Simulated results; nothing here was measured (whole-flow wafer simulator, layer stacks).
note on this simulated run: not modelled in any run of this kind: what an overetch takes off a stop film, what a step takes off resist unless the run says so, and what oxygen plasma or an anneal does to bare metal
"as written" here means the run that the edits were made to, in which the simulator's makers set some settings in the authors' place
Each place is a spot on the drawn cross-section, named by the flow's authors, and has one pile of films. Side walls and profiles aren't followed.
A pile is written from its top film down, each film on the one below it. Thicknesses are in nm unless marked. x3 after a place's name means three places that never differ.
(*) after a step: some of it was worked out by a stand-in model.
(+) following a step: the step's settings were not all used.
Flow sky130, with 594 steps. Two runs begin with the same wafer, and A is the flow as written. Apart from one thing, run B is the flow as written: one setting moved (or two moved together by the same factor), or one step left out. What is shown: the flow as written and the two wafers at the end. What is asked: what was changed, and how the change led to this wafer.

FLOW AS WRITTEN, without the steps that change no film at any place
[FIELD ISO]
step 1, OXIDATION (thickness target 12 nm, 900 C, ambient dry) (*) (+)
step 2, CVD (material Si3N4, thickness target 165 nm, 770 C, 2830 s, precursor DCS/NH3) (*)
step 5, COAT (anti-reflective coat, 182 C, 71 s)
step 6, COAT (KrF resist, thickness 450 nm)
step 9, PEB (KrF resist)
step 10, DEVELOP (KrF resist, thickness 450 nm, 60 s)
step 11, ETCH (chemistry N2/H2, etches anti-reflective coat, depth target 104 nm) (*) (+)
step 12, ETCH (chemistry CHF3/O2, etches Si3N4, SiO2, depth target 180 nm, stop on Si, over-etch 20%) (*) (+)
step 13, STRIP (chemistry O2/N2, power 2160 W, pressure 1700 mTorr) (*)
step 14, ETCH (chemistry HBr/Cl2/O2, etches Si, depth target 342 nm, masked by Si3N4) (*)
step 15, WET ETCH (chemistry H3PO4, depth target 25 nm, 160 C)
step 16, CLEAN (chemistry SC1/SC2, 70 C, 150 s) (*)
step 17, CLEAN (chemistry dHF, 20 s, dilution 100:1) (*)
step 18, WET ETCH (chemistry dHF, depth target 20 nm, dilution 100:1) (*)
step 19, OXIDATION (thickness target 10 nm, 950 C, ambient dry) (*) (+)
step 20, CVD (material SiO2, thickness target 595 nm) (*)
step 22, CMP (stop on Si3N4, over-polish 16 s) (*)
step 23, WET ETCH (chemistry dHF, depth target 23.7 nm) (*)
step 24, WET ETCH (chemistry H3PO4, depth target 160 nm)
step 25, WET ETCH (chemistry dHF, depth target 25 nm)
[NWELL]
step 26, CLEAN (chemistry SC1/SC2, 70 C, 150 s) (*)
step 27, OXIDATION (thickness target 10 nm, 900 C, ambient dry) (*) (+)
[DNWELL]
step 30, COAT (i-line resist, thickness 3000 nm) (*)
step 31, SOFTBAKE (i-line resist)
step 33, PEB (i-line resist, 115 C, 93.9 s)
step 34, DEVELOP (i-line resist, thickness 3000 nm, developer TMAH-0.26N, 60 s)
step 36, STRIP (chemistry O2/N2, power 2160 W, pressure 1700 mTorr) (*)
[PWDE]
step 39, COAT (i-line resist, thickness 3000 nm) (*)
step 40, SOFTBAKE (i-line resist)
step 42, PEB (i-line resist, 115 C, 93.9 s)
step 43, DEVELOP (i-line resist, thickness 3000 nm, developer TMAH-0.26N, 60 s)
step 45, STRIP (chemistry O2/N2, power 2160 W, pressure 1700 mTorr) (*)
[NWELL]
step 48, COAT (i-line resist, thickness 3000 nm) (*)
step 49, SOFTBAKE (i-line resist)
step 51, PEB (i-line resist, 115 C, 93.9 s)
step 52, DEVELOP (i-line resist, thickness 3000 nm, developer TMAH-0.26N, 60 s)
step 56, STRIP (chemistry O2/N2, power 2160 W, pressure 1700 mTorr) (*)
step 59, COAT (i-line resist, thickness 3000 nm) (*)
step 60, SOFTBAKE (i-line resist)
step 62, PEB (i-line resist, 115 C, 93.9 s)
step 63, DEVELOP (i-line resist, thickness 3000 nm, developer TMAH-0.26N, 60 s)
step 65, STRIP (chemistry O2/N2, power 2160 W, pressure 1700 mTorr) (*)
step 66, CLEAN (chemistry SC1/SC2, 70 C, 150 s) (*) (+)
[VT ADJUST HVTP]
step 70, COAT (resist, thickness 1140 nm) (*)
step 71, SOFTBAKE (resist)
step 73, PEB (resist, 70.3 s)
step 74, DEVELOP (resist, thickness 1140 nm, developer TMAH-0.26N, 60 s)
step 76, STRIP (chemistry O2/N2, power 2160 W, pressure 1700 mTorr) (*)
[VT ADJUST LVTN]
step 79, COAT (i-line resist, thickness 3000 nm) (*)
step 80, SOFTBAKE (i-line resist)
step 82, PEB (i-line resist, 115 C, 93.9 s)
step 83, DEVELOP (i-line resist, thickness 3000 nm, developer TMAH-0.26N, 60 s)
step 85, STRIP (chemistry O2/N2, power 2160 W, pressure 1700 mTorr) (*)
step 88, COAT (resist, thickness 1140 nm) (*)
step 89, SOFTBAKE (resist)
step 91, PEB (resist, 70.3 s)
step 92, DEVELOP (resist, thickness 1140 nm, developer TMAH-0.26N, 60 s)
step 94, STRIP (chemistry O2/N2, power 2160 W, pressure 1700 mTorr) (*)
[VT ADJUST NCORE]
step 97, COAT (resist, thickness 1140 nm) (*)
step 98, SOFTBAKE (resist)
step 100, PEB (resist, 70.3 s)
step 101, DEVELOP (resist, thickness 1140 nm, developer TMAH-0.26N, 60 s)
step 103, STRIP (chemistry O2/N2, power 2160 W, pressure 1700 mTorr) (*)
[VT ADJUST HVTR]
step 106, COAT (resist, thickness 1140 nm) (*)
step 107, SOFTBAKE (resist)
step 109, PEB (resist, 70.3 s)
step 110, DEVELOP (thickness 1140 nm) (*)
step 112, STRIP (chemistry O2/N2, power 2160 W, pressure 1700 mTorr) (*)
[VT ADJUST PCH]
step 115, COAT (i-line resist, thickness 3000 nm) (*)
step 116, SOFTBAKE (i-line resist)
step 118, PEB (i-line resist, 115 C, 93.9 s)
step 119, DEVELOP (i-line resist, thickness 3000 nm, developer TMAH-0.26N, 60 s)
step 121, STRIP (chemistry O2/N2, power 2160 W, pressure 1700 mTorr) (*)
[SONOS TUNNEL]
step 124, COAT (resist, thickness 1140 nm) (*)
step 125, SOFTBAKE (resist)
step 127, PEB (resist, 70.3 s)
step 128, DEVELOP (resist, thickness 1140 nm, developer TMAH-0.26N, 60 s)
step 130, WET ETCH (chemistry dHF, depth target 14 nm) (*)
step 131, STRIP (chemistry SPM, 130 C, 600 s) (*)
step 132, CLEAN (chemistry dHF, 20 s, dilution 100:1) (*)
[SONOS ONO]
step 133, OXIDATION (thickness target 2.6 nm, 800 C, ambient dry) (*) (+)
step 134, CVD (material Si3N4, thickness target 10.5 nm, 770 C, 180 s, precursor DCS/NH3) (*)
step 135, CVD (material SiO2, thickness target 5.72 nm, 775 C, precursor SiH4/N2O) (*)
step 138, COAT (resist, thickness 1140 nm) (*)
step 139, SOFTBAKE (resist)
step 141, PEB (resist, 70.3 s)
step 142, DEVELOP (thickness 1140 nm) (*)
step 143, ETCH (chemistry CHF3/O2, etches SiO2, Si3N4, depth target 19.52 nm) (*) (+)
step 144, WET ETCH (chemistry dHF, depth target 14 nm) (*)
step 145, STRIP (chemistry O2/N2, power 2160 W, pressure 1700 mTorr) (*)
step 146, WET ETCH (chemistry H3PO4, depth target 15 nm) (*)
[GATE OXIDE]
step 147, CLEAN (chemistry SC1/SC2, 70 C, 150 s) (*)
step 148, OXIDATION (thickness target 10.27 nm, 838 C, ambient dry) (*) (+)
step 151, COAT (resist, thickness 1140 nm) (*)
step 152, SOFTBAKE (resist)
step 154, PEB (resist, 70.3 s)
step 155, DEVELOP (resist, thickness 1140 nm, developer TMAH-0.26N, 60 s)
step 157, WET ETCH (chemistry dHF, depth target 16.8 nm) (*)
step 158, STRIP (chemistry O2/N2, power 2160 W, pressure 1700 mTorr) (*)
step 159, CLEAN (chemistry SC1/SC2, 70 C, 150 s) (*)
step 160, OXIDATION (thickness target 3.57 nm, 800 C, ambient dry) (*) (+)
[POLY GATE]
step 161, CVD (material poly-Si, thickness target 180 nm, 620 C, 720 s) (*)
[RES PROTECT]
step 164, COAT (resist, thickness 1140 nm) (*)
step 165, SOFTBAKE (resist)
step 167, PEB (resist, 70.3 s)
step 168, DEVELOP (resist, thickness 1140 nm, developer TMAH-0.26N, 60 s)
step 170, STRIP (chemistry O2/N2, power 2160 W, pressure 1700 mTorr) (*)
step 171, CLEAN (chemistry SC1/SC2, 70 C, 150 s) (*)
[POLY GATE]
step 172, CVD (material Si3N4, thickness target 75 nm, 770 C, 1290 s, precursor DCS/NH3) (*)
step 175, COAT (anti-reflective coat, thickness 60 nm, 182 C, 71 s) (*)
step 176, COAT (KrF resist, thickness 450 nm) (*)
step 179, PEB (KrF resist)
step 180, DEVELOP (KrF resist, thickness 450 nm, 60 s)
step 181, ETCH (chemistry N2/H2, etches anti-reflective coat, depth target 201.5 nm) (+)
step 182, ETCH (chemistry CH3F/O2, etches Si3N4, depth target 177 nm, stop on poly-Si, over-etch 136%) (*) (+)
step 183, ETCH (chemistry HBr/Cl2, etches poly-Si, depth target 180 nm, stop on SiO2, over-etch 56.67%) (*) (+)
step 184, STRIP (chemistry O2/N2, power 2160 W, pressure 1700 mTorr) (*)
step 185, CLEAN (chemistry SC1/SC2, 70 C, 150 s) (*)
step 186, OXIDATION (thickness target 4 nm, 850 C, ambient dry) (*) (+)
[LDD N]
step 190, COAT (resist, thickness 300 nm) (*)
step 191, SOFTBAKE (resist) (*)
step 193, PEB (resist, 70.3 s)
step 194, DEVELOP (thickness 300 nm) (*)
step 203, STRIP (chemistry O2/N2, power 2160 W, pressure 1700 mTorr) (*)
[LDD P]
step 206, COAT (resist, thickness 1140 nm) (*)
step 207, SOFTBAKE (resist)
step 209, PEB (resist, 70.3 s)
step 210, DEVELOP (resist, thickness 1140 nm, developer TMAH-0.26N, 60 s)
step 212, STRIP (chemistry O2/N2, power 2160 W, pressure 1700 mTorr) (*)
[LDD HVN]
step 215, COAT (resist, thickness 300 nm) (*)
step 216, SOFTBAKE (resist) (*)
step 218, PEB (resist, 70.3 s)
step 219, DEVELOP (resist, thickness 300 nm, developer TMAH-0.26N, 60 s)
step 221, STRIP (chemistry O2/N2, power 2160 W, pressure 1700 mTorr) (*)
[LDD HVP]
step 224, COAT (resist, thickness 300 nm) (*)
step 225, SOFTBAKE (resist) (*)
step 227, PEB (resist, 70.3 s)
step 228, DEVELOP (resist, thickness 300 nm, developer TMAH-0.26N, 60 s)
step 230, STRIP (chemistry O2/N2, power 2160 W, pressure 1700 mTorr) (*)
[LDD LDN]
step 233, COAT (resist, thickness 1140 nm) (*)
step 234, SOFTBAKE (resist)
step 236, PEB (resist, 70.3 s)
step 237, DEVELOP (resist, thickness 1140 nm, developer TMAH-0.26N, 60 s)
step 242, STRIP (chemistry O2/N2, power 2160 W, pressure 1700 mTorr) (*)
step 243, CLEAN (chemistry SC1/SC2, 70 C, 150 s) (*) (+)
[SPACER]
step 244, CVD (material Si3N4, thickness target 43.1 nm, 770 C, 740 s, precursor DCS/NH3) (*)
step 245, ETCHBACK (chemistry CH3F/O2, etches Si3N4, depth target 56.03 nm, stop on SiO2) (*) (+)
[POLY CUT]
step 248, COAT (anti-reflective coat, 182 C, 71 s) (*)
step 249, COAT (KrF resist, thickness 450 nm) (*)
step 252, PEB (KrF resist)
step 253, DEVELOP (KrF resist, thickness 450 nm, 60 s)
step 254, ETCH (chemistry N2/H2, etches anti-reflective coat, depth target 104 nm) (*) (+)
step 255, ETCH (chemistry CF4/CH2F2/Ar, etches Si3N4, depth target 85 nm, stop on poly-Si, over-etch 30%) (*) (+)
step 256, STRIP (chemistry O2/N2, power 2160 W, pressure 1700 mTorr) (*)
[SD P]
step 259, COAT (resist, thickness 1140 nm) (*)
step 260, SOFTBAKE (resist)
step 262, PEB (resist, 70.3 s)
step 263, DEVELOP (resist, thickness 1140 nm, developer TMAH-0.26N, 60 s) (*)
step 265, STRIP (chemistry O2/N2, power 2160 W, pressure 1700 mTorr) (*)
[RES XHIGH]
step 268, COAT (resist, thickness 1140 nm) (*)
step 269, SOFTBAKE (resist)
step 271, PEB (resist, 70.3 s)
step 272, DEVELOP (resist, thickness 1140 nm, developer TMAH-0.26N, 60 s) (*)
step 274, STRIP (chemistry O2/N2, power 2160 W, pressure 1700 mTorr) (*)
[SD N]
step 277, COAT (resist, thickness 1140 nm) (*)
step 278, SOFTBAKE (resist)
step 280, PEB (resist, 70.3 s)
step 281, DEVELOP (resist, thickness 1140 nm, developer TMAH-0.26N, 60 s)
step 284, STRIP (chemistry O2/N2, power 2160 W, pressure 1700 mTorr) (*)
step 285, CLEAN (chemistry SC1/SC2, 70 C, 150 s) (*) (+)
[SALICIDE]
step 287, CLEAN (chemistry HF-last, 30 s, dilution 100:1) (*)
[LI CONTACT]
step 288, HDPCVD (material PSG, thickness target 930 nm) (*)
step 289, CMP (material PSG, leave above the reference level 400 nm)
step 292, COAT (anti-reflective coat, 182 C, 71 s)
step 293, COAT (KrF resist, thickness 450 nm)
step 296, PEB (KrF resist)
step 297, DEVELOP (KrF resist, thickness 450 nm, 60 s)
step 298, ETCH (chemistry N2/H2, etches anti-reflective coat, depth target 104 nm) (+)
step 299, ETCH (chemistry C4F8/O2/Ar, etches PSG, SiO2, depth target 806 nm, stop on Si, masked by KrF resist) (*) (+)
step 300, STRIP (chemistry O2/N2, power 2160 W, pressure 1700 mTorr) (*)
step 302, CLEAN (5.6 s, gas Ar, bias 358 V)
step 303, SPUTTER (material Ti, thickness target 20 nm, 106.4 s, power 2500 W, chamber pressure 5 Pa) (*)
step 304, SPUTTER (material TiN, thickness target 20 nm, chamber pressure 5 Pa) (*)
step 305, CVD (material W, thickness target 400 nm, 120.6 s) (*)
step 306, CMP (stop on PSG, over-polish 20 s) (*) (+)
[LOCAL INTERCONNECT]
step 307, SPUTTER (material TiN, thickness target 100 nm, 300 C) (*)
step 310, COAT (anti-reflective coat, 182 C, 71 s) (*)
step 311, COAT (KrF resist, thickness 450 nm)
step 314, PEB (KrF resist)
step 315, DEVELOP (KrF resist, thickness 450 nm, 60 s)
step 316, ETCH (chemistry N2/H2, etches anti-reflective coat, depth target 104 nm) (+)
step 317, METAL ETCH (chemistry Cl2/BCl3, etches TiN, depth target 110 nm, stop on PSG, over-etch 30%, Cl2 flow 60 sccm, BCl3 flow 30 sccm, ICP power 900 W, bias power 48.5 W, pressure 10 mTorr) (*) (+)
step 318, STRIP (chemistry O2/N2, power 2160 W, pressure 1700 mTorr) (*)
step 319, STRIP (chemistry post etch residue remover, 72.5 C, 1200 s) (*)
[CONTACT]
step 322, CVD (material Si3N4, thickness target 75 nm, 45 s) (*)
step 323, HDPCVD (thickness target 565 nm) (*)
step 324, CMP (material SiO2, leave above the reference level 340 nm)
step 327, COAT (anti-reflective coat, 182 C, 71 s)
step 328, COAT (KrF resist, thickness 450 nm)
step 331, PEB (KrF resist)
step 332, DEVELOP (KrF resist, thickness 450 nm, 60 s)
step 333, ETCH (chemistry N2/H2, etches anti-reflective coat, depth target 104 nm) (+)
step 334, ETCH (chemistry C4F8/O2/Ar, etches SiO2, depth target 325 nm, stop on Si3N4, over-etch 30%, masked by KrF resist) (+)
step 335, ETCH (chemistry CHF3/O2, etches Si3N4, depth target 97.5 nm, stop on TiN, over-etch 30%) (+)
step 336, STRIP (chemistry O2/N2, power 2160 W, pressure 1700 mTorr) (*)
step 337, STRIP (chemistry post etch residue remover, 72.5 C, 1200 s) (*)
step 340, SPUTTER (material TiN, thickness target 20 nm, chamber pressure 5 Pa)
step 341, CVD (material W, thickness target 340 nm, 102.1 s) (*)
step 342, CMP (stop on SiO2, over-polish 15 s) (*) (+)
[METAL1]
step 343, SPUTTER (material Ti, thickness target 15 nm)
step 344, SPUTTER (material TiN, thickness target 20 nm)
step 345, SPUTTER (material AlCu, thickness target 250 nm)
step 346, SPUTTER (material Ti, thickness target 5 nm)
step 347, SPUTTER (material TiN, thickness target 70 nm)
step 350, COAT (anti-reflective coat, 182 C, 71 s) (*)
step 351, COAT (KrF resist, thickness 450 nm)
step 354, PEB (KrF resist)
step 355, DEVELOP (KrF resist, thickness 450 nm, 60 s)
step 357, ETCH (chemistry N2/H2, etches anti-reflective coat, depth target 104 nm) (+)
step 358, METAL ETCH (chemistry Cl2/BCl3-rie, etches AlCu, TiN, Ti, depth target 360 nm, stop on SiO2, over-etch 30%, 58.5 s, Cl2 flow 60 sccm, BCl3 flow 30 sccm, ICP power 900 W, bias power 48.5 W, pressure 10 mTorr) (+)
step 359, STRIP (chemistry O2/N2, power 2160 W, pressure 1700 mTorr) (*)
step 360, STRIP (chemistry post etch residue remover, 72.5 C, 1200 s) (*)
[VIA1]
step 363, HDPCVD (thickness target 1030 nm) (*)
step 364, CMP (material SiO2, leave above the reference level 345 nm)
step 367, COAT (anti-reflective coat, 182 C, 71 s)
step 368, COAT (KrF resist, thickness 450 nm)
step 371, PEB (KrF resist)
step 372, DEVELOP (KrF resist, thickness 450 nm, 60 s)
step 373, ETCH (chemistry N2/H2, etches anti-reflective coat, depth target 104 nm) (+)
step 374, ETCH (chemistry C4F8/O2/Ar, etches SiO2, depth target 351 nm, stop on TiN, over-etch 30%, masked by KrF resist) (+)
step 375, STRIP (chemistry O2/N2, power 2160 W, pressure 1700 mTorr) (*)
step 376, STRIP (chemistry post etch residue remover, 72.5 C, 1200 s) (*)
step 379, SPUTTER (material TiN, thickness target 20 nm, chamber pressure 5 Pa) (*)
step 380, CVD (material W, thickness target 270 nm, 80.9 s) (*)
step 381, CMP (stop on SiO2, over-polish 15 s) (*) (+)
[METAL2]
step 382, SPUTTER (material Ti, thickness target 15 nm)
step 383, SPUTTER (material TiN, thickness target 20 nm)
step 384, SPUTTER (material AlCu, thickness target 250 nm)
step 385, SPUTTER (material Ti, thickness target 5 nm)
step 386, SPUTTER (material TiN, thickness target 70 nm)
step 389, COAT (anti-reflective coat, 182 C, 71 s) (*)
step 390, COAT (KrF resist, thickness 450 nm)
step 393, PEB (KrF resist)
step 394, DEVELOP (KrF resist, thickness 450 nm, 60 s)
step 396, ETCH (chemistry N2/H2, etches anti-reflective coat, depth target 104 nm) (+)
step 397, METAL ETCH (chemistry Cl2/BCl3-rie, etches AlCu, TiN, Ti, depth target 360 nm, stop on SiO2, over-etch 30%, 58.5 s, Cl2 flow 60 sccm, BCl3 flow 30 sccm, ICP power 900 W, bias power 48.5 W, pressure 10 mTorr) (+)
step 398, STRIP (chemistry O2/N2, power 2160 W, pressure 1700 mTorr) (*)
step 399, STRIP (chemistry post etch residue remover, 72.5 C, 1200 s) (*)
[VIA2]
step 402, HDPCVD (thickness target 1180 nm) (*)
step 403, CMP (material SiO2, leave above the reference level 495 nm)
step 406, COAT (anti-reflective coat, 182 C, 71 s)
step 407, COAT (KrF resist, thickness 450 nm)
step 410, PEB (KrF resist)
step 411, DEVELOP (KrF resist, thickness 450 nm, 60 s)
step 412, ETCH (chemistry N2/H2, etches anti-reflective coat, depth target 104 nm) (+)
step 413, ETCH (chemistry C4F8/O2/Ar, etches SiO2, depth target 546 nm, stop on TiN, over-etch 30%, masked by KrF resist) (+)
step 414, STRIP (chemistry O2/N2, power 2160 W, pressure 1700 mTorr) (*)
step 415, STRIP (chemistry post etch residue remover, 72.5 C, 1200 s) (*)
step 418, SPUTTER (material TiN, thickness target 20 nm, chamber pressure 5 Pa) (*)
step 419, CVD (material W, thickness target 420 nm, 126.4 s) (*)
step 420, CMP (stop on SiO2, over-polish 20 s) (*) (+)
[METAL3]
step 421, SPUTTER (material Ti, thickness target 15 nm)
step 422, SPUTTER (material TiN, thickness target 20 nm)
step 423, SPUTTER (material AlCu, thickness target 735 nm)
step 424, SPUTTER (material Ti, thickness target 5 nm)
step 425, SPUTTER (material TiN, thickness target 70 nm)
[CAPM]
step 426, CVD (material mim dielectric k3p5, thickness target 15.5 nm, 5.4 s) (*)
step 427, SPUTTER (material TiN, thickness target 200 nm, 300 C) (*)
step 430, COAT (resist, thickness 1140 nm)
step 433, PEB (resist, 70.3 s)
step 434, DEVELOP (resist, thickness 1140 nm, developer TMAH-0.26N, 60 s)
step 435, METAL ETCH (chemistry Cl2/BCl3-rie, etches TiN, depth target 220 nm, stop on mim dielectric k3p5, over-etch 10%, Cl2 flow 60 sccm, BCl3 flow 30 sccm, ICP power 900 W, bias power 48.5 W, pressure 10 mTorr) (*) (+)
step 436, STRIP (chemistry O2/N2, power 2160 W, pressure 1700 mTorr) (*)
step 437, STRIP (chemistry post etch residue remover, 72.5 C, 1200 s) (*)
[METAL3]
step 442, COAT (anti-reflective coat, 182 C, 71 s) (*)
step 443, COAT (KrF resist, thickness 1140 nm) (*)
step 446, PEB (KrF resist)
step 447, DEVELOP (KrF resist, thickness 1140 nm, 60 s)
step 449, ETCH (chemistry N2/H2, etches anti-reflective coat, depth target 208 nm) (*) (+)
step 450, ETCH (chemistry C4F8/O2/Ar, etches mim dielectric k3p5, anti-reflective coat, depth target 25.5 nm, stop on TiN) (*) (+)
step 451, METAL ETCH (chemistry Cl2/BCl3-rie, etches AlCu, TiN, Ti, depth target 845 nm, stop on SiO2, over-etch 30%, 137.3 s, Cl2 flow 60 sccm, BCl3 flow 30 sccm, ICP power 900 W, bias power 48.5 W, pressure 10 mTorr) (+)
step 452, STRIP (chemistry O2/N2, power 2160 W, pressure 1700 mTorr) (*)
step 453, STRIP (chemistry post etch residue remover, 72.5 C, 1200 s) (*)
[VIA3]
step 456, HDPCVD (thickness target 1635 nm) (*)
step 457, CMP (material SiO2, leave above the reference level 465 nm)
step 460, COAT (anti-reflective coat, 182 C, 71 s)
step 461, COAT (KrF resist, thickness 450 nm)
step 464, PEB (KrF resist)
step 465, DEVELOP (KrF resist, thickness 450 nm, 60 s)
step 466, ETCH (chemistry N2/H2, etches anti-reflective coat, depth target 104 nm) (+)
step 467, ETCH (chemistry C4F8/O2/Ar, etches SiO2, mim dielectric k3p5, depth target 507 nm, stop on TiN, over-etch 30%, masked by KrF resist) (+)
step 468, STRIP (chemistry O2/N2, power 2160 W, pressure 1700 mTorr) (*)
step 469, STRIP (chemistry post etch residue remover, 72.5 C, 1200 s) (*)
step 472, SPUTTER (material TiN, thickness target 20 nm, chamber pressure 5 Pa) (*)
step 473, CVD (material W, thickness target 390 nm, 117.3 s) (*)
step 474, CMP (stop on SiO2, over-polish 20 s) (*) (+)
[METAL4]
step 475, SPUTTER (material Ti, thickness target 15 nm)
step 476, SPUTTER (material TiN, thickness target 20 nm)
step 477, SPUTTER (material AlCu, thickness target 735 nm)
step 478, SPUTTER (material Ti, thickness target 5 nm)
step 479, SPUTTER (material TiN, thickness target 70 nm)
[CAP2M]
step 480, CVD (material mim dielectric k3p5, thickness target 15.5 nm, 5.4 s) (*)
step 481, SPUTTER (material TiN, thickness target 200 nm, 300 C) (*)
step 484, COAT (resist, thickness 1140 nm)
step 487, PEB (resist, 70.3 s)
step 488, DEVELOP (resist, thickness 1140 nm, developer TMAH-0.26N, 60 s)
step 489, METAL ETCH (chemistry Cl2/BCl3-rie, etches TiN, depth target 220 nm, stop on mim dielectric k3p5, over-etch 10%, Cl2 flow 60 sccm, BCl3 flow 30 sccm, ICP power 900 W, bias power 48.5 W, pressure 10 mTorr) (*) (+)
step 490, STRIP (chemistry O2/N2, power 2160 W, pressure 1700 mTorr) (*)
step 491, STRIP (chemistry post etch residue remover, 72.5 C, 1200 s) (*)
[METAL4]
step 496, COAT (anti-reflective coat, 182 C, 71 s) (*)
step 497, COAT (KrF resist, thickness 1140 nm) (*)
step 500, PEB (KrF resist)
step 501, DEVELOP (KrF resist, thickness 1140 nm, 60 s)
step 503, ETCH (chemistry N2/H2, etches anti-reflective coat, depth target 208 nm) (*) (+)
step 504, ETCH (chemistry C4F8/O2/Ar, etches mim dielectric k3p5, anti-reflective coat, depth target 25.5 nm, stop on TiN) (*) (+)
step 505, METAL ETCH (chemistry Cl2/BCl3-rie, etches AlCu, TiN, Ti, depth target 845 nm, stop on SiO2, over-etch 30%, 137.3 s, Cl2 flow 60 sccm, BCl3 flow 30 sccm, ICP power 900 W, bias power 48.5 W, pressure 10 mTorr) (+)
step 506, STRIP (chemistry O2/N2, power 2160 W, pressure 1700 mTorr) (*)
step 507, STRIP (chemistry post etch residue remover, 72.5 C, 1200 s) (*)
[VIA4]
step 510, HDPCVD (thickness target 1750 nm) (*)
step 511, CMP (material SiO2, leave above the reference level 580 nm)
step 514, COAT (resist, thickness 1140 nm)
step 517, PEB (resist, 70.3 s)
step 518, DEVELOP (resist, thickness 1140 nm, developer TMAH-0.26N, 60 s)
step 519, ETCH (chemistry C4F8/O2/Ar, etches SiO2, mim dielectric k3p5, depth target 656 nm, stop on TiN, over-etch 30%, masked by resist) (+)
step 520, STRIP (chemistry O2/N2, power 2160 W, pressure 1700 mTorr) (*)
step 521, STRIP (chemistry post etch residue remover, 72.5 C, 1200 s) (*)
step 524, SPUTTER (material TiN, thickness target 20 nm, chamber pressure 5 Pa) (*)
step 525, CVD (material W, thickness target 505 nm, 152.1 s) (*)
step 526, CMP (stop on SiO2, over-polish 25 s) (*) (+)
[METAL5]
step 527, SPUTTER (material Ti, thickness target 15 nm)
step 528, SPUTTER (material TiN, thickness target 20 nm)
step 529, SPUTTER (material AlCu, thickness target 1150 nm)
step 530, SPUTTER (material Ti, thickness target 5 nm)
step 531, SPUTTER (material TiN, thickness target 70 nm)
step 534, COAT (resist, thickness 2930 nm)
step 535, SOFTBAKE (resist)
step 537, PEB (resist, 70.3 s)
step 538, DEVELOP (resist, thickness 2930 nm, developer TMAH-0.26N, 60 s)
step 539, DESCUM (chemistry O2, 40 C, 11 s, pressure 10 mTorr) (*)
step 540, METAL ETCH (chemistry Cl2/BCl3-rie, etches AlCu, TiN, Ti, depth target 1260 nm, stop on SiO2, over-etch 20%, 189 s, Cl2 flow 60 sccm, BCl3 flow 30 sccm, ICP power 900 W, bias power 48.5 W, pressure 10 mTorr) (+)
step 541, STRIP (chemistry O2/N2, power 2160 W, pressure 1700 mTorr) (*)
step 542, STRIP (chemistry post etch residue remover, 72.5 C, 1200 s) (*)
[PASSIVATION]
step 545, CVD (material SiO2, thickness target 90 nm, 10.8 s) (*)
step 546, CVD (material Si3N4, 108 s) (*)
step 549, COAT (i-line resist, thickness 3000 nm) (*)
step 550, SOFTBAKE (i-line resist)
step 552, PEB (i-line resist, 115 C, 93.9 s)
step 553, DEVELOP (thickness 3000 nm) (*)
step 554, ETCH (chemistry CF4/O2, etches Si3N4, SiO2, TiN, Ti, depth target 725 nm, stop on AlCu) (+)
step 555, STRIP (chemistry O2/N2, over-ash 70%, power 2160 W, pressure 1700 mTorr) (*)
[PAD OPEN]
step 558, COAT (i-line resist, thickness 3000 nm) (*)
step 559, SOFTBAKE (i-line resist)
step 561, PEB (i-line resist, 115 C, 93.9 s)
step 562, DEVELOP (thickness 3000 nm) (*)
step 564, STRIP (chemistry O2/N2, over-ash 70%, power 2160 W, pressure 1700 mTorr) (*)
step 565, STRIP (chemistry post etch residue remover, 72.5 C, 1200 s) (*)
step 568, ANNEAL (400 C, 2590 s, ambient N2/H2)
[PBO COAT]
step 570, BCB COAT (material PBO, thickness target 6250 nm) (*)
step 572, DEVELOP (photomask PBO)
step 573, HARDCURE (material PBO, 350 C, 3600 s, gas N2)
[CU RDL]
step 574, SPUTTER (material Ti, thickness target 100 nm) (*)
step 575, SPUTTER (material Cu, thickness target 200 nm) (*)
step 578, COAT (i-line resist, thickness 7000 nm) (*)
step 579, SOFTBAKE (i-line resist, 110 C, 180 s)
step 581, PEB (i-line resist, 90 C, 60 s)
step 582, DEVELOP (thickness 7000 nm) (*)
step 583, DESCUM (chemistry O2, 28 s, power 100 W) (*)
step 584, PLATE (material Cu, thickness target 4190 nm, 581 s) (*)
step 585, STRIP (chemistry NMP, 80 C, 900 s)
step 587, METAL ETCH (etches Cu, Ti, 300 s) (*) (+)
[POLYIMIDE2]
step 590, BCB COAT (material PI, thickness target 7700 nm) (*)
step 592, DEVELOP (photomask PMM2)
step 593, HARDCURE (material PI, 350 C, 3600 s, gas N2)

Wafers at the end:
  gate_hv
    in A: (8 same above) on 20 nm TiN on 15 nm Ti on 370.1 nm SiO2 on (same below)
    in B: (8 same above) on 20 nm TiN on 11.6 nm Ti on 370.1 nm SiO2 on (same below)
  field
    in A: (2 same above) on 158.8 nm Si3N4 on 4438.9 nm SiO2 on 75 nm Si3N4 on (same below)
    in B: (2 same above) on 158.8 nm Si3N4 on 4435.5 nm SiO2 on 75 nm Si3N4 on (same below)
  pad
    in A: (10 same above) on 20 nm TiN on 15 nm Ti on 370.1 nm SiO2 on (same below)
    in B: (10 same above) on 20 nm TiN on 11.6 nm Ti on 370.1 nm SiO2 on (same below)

What caused this: step 475, SPUTTER: thickness target 11.6 nm was run, while the flow as written has thickness target 15 nm.
The wafer lets one read it off: gate_hv has Ti 11.6, and step 475 as written asks for 15 nm.

The path from the change to this, step by step:
  step 475, SPUTTER (material Ti, thickness target 15 nm)
      field, active, n_well and 189 more: A Ti gains 15 (new film) | B Ti gains 11.6 (new film)
  step 505, METAL ETCH (chemistry Cl2/BCl3-rie, etches AlCu, TiN, Ti, depth target 845 nm, stop on SiO2, over-etch 30%, 137.3 s, Cl2 flow 60 sccm, BCl3 flow 30 sccm, ICP power 900 W, bias power 48.5 W, pressure 10 mTorr) (+)
      field, gate, spacer and 68 more: A TiN loses 70 (all of it), Ti loses 5 (all of it), AlCu loses 735 (all of it), TiN loses 20 (all of it), Ti loses 15 (all of it), SiO2 loses 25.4 | B TiN loses 70 (all of it), Ti loses 5 (all of it), AlCu loses 735 (all of it), TiN loses 20 (all of it), Ti loses 11.6 (all of it), SiO2 loses 25.7
      active, vpp_iso1, mim_edge_plate and 14 more: A TiN loses 70 (all of it), Ti loses 5 (all of it), AlCu loses 735 (all of it), TiN loses 20 (all of it), Ti loses 15 (all of it), SiO2 loses 25.3 | B TiN loses 70 (all of it), Ti loses 5 (all of it), AlCu loses 735 (all of it), TiN loses 20 (all of it), Ti loses 11.6 (all of it), SiO2 loses 25.7
